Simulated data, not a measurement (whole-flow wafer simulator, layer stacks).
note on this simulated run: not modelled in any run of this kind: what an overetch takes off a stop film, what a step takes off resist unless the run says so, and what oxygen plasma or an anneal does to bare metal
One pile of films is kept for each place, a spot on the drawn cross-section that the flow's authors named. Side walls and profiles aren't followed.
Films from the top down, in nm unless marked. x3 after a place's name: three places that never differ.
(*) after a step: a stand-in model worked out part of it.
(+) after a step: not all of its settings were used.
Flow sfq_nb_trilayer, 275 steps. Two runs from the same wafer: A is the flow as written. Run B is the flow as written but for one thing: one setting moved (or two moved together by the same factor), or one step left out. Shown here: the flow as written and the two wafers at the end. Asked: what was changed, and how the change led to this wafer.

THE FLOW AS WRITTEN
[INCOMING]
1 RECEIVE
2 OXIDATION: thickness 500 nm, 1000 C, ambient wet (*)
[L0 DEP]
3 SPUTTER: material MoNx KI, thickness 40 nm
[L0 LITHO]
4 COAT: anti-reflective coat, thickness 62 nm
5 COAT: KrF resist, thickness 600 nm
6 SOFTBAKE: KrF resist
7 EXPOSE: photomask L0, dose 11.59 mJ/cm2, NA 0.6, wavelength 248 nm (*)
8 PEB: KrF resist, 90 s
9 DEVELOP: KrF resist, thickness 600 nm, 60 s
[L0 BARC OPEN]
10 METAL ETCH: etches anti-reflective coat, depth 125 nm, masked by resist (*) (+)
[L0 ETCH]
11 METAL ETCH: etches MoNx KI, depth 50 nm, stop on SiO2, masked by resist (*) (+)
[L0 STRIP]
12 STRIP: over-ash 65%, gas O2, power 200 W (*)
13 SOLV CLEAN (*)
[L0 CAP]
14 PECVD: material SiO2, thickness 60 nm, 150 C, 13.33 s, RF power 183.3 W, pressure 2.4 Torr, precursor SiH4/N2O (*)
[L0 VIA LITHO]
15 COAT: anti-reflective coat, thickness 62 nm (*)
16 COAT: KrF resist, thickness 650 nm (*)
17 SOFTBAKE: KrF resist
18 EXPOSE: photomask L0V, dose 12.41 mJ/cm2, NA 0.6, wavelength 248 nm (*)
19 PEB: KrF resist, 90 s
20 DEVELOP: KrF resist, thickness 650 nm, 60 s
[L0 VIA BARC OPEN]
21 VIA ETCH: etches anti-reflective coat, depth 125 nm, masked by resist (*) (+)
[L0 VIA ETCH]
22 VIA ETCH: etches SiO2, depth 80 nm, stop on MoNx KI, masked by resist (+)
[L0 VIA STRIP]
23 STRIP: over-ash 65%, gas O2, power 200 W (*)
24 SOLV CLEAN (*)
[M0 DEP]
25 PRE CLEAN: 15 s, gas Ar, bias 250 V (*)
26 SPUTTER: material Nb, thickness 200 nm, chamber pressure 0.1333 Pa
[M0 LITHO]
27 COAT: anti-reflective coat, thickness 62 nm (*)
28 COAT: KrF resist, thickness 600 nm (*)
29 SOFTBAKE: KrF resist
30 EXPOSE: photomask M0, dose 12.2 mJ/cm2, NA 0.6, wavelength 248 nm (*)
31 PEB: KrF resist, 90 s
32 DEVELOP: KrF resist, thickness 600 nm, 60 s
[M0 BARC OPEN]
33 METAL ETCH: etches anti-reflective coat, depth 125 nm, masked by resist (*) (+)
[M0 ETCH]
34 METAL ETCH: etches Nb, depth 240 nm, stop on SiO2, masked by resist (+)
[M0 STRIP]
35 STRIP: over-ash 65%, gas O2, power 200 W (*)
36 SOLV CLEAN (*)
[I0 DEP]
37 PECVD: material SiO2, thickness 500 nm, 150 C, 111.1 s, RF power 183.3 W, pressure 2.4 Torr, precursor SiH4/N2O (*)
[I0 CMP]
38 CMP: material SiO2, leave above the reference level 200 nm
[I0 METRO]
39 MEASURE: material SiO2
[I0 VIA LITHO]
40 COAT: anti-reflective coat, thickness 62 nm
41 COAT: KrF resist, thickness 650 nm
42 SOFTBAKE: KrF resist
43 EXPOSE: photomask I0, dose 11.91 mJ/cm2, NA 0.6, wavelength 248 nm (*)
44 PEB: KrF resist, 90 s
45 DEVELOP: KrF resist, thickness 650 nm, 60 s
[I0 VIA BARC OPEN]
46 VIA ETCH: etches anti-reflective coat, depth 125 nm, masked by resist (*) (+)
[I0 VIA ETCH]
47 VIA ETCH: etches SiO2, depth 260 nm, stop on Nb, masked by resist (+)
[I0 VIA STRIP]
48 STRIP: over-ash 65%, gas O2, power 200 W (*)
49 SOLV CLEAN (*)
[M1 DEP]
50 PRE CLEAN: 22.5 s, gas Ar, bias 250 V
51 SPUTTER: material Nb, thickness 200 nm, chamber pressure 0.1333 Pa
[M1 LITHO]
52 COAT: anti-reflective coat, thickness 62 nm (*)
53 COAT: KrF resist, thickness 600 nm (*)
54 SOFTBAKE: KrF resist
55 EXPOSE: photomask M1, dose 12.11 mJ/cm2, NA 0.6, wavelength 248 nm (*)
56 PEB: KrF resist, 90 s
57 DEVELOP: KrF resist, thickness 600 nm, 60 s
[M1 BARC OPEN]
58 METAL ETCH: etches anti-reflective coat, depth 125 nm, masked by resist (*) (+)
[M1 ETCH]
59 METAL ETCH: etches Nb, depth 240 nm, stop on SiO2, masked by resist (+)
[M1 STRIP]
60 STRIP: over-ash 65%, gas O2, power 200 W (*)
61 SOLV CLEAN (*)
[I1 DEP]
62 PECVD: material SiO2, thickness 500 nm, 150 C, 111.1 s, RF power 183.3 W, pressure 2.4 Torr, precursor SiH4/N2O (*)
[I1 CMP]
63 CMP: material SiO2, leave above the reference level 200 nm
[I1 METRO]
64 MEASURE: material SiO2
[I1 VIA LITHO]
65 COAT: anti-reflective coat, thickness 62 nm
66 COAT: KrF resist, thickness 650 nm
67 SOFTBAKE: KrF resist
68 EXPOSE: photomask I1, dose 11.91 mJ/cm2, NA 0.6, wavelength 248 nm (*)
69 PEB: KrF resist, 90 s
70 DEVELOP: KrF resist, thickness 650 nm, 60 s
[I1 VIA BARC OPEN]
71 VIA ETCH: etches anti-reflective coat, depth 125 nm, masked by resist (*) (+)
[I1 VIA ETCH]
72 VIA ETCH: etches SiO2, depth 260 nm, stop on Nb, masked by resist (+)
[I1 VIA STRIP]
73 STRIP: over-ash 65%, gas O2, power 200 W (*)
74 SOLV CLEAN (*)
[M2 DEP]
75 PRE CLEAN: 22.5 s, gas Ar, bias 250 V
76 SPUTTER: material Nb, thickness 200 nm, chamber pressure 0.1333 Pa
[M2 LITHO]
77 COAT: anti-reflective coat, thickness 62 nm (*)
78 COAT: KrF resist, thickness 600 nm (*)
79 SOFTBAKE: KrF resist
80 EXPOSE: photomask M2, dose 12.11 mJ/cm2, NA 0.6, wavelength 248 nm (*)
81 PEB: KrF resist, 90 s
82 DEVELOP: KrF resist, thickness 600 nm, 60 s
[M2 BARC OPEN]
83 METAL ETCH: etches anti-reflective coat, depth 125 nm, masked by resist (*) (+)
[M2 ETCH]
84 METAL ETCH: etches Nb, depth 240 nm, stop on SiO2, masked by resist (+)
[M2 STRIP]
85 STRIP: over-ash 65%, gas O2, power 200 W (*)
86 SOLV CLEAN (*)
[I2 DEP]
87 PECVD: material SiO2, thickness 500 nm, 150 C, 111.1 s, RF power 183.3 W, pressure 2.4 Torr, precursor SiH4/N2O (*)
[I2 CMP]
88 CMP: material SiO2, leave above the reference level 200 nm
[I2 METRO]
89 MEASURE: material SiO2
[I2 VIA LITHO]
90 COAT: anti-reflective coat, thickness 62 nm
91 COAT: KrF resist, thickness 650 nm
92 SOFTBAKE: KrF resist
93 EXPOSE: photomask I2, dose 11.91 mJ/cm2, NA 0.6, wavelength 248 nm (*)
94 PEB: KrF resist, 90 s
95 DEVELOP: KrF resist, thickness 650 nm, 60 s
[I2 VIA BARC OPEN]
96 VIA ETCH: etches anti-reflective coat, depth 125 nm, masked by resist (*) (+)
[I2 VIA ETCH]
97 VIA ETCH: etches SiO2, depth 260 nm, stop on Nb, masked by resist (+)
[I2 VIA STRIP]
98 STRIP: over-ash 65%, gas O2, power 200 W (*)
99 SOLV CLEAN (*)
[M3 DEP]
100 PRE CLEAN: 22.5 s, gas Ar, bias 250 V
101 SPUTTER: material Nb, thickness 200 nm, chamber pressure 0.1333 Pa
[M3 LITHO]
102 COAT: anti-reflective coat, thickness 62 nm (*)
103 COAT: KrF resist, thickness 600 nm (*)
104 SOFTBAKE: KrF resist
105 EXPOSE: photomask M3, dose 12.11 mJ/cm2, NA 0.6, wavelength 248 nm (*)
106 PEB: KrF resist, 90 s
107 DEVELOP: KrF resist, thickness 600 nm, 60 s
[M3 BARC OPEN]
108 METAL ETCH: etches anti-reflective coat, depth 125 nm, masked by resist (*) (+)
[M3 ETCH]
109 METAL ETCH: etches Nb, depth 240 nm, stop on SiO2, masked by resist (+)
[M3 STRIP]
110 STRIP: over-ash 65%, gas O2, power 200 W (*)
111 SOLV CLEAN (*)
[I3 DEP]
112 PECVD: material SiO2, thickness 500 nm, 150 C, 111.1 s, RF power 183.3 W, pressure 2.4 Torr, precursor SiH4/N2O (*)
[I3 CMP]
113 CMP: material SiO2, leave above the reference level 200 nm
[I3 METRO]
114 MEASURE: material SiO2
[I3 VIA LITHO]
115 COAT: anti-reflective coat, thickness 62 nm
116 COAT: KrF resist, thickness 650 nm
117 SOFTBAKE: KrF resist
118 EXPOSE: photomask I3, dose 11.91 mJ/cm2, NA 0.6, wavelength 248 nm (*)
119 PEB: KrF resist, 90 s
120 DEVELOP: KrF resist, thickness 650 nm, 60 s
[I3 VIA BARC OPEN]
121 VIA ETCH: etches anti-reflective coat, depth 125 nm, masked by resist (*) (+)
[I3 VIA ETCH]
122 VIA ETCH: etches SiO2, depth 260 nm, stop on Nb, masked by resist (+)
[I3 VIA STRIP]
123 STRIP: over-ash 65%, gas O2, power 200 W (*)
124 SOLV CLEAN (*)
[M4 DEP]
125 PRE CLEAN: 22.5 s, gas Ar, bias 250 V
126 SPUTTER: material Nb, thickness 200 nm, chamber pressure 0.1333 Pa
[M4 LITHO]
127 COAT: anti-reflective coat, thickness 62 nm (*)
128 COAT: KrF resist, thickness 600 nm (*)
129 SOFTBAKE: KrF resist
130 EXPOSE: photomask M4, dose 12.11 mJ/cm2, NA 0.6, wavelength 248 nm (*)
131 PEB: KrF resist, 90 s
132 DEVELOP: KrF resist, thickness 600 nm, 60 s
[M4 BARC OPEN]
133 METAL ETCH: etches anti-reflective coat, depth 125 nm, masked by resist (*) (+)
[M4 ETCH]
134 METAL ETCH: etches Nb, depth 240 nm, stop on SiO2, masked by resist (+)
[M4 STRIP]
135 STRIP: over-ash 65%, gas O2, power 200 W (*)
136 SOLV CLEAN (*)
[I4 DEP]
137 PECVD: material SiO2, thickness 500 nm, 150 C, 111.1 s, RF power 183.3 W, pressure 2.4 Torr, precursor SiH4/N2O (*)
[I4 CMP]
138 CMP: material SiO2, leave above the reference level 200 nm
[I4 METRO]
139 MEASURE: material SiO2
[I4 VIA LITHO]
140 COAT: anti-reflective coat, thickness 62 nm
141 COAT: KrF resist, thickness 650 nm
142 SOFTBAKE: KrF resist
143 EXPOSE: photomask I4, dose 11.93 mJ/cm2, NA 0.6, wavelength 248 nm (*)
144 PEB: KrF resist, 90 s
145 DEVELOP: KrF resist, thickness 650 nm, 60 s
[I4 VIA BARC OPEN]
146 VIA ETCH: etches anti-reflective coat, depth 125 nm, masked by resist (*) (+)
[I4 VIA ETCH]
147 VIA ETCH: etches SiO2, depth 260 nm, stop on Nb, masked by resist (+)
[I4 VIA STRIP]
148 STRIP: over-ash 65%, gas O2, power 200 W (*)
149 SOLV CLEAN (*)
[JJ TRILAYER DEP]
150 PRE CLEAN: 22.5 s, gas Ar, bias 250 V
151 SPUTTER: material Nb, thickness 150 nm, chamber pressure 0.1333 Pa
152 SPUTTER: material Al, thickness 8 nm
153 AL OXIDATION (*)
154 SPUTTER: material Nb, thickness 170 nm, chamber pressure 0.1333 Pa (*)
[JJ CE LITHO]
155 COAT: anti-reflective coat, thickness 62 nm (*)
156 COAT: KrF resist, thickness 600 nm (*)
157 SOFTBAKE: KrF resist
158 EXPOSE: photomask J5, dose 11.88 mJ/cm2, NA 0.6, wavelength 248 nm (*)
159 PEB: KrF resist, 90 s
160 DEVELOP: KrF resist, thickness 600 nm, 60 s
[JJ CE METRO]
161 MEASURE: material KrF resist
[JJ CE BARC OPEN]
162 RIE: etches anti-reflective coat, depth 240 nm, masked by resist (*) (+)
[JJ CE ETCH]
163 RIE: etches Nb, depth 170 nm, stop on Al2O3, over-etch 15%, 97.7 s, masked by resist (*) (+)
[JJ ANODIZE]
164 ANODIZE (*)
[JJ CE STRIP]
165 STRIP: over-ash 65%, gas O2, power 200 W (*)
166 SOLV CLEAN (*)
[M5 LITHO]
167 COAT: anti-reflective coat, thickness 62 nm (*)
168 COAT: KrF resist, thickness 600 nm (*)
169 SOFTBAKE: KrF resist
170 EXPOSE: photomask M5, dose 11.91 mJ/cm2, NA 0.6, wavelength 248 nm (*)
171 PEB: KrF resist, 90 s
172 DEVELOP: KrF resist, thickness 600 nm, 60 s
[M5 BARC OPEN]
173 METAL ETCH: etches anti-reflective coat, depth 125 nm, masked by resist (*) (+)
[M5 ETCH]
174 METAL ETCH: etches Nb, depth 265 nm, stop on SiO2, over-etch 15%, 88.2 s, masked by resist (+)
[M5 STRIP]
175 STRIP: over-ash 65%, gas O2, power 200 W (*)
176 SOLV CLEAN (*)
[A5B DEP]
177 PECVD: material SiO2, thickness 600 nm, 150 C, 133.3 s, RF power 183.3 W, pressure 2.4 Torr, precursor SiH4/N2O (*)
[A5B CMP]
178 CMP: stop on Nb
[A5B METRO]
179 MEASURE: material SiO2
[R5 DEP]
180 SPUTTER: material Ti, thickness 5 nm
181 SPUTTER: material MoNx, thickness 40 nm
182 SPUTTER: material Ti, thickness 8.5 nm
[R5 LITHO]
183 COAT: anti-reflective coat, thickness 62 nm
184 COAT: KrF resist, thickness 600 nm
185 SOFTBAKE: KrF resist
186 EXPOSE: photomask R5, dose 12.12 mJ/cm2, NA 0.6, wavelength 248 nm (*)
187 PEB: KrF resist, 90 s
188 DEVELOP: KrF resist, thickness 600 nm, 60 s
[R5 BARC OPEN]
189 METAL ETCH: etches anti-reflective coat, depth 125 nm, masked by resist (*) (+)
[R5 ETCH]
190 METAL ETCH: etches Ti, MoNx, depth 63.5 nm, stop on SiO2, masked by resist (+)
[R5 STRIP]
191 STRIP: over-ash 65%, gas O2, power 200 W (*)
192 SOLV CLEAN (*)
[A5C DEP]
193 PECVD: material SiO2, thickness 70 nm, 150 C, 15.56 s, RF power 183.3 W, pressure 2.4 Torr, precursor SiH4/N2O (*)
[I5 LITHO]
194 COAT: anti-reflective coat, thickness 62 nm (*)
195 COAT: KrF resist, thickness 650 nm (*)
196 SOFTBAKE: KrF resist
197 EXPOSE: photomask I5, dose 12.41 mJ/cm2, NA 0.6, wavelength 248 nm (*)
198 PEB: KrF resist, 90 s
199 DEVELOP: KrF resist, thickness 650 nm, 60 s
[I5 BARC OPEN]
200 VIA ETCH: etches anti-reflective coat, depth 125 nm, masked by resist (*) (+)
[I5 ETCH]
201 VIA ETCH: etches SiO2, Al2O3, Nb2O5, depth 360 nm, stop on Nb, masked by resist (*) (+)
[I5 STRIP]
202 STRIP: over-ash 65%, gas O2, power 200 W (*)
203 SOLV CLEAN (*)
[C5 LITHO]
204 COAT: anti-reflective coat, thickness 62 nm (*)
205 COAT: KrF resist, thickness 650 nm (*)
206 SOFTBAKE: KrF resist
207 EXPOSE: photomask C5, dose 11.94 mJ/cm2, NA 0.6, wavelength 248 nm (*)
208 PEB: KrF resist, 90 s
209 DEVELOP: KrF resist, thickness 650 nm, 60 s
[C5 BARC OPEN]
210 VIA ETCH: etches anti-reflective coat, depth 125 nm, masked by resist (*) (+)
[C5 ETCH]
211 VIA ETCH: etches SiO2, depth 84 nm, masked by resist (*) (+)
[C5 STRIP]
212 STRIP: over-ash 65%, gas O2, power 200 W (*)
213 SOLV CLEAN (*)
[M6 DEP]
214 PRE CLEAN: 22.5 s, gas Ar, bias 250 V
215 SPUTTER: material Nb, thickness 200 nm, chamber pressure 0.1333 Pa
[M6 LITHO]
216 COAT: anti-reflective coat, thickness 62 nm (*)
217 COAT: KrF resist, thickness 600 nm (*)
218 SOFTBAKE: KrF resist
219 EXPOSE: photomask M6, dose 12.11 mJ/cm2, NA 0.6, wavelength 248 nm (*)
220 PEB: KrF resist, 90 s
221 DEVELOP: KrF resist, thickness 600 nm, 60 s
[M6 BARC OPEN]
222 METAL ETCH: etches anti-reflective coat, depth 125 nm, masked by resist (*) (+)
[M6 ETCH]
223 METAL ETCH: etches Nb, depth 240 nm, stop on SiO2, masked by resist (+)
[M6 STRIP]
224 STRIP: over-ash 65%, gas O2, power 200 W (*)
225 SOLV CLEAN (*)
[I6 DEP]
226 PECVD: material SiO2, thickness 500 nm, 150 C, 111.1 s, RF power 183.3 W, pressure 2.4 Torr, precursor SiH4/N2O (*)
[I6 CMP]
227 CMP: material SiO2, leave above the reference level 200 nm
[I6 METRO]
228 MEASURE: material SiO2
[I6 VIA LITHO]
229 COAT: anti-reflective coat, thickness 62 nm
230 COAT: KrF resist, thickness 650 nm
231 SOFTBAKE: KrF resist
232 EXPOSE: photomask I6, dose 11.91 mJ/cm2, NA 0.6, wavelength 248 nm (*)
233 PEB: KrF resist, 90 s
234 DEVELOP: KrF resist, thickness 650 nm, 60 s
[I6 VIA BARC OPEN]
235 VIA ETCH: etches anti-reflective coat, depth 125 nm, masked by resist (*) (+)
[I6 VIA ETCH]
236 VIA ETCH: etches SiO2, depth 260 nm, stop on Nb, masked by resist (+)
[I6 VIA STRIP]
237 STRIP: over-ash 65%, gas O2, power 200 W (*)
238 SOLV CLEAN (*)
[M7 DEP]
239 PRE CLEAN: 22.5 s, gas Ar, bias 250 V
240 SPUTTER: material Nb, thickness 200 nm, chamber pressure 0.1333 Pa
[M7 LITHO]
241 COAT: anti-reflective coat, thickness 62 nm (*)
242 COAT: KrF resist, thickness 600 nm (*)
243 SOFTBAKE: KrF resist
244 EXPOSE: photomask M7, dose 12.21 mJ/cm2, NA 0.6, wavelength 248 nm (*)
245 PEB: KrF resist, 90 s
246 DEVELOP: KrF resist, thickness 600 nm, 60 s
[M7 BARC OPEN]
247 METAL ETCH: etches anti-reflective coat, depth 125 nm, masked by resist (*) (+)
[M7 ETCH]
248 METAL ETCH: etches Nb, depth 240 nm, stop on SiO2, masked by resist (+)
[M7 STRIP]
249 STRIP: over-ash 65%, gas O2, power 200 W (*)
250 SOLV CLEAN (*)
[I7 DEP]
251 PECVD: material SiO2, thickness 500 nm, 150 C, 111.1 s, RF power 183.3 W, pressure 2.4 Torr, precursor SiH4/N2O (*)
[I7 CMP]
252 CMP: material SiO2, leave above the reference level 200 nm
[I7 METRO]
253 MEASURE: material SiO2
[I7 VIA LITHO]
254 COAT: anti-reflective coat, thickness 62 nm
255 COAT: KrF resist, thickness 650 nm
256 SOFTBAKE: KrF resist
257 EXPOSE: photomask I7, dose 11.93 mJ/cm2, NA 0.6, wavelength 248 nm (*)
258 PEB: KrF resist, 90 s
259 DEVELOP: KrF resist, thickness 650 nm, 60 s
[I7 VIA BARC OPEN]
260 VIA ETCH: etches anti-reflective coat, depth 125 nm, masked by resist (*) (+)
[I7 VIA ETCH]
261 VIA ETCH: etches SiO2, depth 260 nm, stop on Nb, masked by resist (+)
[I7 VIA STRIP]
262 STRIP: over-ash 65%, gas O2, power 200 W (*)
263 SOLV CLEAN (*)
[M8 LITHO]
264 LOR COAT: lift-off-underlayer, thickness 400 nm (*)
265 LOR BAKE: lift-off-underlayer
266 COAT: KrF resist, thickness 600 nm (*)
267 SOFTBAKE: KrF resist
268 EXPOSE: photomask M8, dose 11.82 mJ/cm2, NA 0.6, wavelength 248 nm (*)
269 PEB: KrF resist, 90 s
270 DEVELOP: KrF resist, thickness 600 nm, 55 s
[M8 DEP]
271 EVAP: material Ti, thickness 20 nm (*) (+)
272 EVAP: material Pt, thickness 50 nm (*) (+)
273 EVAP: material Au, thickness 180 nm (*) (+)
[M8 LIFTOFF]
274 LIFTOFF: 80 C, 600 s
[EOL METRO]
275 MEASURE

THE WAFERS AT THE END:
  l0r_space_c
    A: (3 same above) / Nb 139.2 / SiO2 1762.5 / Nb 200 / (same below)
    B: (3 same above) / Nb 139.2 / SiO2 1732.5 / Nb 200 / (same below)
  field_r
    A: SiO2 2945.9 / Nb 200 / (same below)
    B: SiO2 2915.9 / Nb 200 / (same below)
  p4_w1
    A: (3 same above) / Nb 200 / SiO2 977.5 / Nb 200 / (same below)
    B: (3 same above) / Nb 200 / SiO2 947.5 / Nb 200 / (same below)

The cause: step 38, CMP: leave above the reference level 170 nm was run, where the flow has leave above the reference level 200 nm.

How the change led to this, step by step:
  38 CMP: material SiO2, leave above the reference level 200 nm
      v_sur, via_wl, via_w and 94 more: A SiO2 -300 | B SiO2 -330
      field_l, l0_sur, l0r_line_l, l0r_line_c, l0r_line_r: A SiO2 -340 | B SiO2 -370
      (and at 4 more places)
  47 VIA ETCH: etches SiO2, depth 260 nm, stop on Nb, masked by resist (+)
      field_l, v_sur, via_wl and 102 more: A KrF resist -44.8 | B KrF resist -43.9
      via_w: A SiO2 -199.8 (all of it) | B SiO2 -169.8 (all of it)
  51 SPUTTER: material Nb, thickness 200 nm, chamber pressure 0.1333 Pa
      via_w: A Nb +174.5 | B Nb +180.7
  52 COAT: anti-reflective coat, thickness 62 nm (*)
      via_w: A anti-reflective coat +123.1 (new film) | B anti-reflective coat +115 (new film)
  53 COAT: KrF resist, thickness 600 nm (*)
      via_w: A KrF resist +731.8 (new film) | B KrF resist +708 (new film)
  60 STRIP: over-ash 65%, gas O2, power 200 W (*)
      via_w: A KrF resist -513.8 (all of it), anti-reflective coat -123.1 (all of it) | B KrF resist -490.1 (all of it), anti-reflective coat -115 (all of it)
  62 PECVD: material SiO2, thickness 500 nm, 150 C, 111.1 s, RF power 183.3 W, pressure 2.4 Torr, precursor SiH4/N2O (*)
      via_w: A SiO2 +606 (new film) | B SiO2 +545.3 (new film)
  63 CMP: material SiO2, leave above the reference level 200 nm
      via_w: A SiO2 -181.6 | B SiO2 -157.1
